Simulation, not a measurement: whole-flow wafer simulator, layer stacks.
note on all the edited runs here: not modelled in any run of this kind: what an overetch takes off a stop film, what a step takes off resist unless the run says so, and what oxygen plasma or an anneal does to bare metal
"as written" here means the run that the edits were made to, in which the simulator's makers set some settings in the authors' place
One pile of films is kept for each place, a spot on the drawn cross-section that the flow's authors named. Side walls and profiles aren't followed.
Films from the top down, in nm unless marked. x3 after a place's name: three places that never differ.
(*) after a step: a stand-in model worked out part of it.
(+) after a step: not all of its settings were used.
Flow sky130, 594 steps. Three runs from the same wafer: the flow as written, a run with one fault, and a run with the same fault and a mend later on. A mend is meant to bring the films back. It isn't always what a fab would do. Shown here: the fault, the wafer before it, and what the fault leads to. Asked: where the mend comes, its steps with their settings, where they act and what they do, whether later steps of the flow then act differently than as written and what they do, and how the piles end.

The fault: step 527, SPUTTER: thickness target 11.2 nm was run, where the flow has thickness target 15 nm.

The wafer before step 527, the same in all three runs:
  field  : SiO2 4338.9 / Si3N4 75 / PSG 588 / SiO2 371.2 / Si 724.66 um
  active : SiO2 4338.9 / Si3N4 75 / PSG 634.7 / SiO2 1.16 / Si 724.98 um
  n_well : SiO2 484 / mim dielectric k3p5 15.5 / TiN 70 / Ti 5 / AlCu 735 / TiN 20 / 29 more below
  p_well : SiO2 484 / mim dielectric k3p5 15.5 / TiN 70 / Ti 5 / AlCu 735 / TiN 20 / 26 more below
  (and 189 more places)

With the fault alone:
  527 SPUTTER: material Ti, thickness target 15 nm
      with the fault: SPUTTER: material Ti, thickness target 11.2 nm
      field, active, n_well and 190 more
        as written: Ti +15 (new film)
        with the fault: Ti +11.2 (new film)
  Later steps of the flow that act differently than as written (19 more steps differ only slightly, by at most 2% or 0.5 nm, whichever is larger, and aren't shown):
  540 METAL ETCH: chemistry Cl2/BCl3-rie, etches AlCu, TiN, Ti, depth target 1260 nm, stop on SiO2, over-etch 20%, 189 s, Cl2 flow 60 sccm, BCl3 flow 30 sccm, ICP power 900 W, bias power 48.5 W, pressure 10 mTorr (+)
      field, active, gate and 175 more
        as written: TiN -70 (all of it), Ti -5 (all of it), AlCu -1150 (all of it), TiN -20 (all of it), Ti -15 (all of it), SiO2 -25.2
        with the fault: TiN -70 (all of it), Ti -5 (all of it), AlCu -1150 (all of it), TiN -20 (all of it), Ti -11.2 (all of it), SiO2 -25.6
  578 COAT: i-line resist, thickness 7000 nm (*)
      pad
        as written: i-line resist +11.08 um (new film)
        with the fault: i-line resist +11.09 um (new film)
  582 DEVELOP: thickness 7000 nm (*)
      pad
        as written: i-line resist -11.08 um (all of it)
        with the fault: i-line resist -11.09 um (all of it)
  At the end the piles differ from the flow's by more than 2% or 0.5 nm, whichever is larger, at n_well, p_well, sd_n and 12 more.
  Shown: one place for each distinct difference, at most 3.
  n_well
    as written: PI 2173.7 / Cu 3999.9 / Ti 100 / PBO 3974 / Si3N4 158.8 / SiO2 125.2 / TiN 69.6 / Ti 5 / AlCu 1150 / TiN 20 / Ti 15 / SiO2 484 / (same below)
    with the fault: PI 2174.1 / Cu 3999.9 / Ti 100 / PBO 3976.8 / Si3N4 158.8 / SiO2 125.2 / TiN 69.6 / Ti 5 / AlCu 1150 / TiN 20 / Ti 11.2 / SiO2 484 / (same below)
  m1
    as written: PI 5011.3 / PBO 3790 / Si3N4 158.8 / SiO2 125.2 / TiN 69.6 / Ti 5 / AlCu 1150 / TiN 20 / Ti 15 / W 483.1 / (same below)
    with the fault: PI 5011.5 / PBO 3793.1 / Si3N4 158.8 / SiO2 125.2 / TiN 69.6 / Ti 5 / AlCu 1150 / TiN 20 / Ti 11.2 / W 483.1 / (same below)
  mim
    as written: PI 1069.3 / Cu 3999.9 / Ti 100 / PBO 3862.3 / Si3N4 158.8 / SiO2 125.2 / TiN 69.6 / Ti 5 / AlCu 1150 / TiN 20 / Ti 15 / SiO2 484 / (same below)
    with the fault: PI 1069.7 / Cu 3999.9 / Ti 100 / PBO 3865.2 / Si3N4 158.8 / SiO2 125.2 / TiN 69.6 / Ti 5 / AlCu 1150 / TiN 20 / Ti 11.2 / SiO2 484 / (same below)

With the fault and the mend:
  The mend comes after step 527.
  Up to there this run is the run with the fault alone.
  527a SPUTTER: material Ti, thickness target 3.8 nm (the flow's step 527 once more, with other settings)
      field, active, n_well and 190 more
        Ti +3.8
  No later step of the flow acts differently than as written at any place that is followed.
  At the end the piles are the same as the flow's at every place that both follow.
